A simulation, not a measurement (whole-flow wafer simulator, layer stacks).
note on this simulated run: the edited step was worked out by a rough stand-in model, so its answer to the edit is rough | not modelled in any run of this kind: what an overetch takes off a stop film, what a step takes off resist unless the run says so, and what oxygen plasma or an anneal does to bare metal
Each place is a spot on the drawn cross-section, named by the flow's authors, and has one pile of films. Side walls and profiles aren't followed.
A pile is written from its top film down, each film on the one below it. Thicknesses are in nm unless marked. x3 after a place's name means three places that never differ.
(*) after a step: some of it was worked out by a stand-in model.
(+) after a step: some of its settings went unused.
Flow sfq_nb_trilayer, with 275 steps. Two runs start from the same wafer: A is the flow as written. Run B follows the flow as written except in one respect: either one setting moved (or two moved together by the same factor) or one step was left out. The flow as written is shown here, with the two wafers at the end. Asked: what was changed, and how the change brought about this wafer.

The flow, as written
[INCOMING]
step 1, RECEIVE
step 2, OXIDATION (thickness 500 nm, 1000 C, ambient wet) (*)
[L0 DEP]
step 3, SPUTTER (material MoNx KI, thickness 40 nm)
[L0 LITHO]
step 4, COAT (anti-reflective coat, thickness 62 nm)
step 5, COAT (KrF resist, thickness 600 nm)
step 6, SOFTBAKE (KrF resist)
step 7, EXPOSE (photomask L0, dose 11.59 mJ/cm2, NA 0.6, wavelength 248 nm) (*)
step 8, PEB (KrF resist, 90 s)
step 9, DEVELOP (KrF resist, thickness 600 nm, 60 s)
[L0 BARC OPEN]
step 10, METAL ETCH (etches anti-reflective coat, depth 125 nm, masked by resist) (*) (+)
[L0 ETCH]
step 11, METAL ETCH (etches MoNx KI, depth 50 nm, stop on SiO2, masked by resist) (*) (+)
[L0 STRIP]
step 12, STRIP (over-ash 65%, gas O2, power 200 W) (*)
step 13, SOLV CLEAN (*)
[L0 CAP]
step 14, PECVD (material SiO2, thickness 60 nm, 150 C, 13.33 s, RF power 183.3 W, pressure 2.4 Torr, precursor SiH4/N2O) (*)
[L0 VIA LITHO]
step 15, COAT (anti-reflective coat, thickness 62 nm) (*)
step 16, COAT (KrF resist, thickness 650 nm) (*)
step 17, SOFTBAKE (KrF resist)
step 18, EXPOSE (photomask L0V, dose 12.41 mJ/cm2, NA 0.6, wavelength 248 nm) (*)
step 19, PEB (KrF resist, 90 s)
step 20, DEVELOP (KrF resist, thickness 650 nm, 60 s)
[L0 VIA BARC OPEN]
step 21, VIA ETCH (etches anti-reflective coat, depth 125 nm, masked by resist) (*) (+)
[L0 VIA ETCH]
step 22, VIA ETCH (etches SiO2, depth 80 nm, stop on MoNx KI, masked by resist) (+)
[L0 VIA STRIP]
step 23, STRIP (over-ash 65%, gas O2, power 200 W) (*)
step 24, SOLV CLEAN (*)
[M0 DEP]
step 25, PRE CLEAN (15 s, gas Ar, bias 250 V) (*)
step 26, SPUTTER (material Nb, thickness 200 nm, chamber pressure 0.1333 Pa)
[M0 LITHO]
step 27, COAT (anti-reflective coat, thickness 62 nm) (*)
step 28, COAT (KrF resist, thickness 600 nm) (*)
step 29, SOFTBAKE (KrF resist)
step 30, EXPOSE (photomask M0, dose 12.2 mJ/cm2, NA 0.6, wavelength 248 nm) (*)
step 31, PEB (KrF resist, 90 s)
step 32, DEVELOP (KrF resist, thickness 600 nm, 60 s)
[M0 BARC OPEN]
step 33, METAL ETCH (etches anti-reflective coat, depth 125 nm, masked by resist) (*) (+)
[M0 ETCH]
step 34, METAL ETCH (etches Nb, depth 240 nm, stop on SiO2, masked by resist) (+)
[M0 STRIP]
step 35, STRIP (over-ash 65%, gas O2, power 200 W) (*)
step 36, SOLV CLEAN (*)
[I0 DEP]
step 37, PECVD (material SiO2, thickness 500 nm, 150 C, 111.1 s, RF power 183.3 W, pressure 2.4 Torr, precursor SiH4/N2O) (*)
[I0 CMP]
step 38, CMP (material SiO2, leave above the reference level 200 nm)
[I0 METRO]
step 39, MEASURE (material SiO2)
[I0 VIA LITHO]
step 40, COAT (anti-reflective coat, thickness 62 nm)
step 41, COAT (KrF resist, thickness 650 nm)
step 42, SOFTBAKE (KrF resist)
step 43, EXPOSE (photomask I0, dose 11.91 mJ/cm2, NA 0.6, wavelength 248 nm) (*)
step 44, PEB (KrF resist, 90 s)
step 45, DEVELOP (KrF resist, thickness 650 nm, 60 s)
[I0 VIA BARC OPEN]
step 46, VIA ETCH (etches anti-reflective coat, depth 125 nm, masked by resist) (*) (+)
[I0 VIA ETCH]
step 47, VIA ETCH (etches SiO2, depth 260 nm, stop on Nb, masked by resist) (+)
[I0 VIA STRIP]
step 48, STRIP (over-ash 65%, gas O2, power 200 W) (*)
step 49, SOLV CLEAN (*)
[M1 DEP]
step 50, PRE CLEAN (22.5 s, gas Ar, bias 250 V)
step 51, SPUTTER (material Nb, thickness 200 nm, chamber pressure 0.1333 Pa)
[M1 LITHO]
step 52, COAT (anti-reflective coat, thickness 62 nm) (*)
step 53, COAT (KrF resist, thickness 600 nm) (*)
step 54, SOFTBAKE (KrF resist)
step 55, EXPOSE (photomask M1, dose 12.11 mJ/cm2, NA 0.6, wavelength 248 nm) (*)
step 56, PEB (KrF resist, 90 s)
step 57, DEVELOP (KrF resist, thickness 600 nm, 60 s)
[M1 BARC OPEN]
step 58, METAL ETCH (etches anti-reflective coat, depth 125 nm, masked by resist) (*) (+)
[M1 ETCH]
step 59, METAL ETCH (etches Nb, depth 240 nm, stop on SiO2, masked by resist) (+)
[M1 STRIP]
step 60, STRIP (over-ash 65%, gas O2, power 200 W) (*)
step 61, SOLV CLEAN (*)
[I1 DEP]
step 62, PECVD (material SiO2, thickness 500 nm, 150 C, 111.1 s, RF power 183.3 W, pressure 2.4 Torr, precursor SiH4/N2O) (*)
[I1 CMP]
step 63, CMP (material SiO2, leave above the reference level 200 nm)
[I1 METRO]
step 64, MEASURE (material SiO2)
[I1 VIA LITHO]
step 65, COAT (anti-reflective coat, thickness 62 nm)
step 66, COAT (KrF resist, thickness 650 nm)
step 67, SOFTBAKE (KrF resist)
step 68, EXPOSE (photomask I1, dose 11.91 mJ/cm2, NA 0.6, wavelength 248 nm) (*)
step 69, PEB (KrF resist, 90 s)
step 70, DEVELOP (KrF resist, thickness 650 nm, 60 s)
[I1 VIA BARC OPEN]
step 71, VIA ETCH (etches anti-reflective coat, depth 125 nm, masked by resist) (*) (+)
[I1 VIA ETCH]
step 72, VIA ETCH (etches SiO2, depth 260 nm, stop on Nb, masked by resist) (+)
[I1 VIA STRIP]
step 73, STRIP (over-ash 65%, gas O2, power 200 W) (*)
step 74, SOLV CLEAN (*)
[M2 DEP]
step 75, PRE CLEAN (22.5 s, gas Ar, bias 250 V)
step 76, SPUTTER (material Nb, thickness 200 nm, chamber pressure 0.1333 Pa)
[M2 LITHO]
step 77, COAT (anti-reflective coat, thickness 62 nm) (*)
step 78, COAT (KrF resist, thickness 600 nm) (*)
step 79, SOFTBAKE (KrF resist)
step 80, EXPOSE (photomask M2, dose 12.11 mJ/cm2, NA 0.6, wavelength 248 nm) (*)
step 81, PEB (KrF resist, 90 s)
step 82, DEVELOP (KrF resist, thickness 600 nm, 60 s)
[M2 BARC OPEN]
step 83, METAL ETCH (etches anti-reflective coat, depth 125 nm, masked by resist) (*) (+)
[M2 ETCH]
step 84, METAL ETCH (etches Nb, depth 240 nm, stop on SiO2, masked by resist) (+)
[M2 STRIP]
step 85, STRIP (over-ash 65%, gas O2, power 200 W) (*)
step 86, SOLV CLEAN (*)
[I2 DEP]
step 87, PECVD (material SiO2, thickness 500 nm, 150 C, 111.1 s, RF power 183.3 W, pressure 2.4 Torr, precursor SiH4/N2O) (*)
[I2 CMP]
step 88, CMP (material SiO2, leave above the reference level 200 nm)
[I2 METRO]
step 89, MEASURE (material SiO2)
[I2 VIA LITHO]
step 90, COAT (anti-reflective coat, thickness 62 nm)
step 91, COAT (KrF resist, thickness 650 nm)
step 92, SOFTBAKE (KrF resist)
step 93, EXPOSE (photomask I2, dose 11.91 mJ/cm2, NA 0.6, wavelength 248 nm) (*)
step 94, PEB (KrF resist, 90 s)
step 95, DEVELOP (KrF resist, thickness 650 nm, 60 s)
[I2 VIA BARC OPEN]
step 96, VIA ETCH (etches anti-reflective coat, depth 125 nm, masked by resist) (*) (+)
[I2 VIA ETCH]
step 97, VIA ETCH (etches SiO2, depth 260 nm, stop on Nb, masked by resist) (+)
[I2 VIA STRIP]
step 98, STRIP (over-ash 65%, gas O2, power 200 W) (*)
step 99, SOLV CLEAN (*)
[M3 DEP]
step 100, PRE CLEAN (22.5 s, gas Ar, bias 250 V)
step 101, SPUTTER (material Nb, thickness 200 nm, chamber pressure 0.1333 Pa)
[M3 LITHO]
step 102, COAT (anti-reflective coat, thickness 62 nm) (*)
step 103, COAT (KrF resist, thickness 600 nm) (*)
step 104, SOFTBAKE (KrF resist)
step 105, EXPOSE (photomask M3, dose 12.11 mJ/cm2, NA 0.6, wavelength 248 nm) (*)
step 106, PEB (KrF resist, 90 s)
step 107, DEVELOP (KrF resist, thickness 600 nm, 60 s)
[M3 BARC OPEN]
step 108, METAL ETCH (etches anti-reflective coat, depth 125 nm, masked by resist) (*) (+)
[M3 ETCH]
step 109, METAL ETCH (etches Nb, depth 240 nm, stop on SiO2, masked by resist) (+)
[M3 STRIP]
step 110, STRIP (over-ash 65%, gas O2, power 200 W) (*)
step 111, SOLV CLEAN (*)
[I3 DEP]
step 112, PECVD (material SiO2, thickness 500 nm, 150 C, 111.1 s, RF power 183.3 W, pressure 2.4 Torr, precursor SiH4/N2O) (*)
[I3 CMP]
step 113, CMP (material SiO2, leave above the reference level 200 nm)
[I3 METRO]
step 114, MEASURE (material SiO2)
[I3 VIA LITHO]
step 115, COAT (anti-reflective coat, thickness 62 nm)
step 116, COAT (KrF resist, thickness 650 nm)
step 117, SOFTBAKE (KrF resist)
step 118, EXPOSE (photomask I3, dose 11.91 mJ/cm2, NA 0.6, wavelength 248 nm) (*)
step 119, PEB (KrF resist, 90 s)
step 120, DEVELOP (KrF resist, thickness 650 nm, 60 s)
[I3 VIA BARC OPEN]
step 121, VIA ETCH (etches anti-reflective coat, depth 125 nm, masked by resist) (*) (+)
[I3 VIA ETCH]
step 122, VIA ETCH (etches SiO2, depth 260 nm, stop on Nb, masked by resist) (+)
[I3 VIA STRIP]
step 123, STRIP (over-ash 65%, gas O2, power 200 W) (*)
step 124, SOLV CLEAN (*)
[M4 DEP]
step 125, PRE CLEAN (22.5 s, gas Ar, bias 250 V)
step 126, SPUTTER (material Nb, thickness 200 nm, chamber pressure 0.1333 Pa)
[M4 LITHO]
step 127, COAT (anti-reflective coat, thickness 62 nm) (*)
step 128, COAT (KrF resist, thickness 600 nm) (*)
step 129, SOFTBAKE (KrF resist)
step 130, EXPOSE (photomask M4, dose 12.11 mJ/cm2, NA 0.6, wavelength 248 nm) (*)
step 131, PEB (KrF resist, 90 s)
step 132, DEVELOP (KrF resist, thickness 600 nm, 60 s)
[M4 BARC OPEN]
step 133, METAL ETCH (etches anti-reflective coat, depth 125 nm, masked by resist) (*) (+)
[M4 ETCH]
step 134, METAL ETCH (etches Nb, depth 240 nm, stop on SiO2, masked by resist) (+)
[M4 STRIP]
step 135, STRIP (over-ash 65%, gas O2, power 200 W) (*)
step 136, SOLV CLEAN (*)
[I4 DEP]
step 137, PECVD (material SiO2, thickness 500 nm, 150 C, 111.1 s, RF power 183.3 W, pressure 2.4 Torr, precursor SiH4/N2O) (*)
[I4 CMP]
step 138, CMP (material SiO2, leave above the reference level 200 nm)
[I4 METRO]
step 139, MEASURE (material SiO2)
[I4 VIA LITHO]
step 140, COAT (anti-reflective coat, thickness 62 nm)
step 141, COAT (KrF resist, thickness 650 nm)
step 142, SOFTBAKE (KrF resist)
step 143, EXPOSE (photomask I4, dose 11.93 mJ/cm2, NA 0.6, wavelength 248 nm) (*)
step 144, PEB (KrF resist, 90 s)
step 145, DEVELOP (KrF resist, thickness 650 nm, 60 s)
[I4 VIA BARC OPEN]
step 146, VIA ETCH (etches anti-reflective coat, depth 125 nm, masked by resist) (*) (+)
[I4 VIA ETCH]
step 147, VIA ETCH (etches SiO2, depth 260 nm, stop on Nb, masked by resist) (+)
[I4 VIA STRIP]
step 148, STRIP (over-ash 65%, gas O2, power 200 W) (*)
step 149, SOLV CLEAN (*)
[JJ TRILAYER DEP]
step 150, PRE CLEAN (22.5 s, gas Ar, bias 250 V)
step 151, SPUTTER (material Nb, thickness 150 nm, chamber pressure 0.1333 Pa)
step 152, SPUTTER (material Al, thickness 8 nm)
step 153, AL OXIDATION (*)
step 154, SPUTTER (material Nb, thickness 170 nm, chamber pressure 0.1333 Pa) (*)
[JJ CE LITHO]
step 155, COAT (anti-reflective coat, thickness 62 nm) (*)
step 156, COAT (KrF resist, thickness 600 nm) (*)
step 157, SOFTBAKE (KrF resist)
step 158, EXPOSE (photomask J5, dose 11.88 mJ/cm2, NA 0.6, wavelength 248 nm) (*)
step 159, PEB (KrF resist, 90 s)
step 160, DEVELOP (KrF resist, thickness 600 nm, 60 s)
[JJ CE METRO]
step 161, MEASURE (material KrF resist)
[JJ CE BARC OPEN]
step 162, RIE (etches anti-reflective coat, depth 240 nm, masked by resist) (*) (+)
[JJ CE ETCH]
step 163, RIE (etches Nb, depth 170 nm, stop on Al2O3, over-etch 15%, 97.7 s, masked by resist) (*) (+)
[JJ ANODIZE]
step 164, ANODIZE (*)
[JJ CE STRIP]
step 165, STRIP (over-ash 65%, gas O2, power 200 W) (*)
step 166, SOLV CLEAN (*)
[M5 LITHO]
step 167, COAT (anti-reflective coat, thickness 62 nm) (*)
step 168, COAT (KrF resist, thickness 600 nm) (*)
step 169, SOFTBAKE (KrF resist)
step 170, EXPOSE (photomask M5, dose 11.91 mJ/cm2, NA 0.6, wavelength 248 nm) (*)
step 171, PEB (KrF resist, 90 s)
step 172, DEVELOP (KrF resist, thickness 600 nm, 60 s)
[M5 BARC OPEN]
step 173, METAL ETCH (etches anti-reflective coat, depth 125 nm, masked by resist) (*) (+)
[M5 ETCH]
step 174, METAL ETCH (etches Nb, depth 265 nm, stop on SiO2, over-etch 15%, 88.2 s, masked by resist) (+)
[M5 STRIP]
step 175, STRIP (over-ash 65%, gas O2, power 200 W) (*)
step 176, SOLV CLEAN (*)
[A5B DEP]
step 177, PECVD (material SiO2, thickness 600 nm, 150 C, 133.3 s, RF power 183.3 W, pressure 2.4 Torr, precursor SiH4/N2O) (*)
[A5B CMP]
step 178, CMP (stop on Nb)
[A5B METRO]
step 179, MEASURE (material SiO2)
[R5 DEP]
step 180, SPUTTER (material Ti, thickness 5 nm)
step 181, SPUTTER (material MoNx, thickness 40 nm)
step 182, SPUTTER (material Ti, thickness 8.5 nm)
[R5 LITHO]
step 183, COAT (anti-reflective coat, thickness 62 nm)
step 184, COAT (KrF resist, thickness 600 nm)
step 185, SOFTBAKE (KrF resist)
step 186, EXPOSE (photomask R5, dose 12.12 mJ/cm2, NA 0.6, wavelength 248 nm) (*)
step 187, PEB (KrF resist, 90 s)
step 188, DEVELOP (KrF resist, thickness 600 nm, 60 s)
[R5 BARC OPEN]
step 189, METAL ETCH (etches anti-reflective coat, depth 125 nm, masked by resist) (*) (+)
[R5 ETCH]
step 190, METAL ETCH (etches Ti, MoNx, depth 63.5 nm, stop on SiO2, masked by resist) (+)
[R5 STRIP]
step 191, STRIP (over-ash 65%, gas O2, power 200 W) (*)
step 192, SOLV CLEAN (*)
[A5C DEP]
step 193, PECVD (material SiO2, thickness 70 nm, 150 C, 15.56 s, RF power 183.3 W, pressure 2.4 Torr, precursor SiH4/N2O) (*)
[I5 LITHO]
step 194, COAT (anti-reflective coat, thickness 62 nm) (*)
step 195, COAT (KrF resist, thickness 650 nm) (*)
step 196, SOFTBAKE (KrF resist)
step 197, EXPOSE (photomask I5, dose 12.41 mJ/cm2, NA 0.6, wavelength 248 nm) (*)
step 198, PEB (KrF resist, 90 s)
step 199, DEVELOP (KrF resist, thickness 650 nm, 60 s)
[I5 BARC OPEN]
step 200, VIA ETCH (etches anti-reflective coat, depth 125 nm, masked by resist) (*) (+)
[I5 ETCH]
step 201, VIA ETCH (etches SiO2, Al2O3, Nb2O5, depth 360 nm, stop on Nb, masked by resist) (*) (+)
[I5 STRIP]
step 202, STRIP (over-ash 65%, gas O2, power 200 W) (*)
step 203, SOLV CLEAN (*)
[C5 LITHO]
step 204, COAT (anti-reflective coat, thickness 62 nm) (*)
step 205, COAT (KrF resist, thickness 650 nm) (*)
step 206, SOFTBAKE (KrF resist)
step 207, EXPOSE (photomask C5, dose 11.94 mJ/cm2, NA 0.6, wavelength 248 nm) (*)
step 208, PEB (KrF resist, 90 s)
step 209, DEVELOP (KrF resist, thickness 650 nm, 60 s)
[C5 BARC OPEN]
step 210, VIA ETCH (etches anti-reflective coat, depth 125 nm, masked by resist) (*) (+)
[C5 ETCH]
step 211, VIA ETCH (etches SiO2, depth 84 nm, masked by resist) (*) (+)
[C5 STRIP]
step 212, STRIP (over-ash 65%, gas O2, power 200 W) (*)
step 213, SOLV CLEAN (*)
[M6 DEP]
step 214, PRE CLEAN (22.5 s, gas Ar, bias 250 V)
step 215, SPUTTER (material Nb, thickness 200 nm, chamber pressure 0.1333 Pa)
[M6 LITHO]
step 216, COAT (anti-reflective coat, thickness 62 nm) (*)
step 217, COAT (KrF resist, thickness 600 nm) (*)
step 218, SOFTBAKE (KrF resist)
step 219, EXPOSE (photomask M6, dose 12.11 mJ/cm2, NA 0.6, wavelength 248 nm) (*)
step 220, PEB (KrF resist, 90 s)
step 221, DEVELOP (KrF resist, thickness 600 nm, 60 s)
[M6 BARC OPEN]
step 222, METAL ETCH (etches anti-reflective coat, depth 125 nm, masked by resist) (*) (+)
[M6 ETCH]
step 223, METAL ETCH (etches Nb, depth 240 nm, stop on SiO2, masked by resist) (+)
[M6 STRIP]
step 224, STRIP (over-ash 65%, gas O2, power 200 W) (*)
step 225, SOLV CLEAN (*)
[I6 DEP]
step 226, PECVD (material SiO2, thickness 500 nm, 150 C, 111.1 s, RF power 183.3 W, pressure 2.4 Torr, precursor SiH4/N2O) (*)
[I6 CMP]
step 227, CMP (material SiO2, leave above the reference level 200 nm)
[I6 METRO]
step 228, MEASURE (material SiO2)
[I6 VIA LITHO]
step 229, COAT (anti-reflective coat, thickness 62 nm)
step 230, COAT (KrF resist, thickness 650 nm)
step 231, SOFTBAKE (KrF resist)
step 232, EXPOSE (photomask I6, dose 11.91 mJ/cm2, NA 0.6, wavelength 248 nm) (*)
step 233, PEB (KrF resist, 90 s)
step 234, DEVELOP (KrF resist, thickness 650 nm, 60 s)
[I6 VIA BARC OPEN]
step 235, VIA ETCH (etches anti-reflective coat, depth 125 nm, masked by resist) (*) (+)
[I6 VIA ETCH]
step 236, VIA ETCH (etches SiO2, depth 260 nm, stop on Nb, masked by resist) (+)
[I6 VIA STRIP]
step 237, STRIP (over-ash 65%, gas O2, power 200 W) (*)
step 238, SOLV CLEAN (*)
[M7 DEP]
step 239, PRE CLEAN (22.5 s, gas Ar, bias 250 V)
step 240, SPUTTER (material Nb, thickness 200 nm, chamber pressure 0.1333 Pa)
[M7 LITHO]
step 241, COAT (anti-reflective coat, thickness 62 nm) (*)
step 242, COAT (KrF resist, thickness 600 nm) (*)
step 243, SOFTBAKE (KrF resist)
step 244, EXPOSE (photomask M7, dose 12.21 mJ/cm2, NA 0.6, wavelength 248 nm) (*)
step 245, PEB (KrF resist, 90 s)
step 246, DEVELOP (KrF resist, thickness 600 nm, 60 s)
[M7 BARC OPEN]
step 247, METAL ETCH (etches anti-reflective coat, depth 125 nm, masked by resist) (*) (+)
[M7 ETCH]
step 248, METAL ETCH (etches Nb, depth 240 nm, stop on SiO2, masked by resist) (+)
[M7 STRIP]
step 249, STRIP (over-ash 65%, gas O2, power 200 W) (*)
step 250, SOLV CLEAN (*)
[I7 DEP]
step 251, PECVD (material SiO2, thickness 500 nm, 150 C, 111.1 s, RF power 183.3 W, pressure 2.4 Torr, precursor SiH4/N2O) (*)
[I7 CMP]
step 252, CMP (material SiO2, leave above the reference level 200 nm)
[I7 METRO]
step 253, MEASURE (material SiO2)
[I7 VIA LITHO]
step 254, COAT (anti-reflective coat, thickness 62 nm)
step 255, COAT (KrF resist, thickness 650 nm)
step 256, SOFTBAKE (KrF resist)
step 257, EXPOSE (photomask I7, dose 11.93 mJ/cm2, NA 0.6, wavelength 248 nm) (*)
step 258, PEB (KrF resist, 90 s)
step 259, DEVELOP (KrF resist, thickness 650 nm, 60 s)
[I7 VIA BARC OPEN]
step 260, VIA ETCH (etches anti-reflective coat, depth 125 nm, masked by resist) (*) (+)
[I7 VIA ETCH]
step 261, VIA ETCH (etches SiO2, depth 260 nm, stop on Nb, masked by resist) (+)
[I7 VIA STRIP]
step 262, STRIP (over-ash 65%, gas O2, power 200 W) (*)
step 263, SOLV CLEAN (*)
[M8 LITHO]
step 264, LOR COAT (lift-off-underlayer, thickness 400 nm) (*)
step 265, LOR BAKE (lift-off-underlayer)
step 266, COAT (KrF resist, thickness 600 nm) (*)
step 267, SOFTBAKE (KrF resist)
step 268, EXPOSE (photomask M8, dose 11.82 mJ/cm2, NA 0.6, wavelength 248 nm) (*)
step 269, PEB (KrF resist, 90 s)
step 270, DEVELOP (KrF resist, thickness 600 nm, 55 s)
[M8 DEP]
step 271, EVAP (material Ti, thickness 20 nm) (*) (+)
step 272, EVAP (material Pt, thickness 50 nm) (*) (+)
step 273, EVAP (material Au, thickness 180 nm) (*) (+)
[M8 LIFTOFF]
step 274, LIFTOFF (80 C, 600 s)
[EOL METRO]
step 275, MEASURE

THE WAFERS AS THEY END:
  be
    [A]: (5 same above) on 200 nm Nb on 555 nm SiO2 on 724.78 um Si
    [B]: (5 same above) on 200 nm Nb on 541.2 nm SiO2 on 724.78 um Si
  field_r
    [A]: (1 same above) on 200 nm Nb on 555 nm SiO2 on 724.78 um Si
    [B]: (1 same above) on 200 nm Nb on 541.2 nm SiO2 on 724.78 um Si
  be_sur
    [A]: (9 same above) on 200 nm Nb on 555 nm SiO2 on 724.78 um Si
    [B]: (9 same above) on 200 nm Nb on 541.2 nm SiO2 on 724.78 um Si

What caused this: step 14, PECVD: thickness 46.2 nm was run, though the flow has thickness 60 nm; step 14, PECVD: 10.27 s was run, where the flow has 13.33 s.

Step by step, how the change led to this:
  step 14, PECVD (material SiO2, thickness 60 nm, 150 C, 13.33 s, RF power 183.3 W, pressure 2.4 Torr, precursor SiH4/N2O) (*)
      v_sur, via_wl, via_w and 97 more: A SiO2 gains 60 | B SiO2 gains 46.2
      field_l, l0_sur, l0v, l0r_line_l, l0r_line_c, l0r_line_r: A SiO2 gains 60 (new film) | B SiO2 gains 46.2 (new film)
  step 22, VIA ETCH (etches SiO2, depth 80 nm, stop on MoNx KI, masked by resist) (+)
      field_l, v_sur, via_wl and 102 more: A KrF resist loses 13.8 | B KrF resist loses 11.9
      l0v: A SiO2 loses 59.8 (all of it) | B SiO2 loses 46 (all of it)
  step 27, COAT (anti-reflective coat, thickness 62 nm) (*)
      l0_sur: A anti-reflective coat gains 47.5 (new film) | B anti-reflective coat gains 49 (new film)
      l0v: A anti-reflective coat gains 78 (new film) | B anti-reflective coat gains 73.8 (new film)
  step 35, STRIP (over-ash 65%, gas O2, power 200 W) (*)
      l0_sur: A KrF resist loses 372 (all of it), anti-reflective coat loses 47.5 (all of it) | B KrF resist loses 372.8 (all of it), anti-reflective coat loses 49 (all of it)
      l0v: A KrF resist loses 405.3 (all of it), anti-reflective coat loses 78 (all of it) | B KrF resist loses 396.7 (all of it), anti-reflective coat loses 73.8 (all of it)
  step 38, CMP (material SiO2, leave above the reference level 200 nm)
      l0v: A SiO2 loses 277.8 | B SiO2 loses 293.8
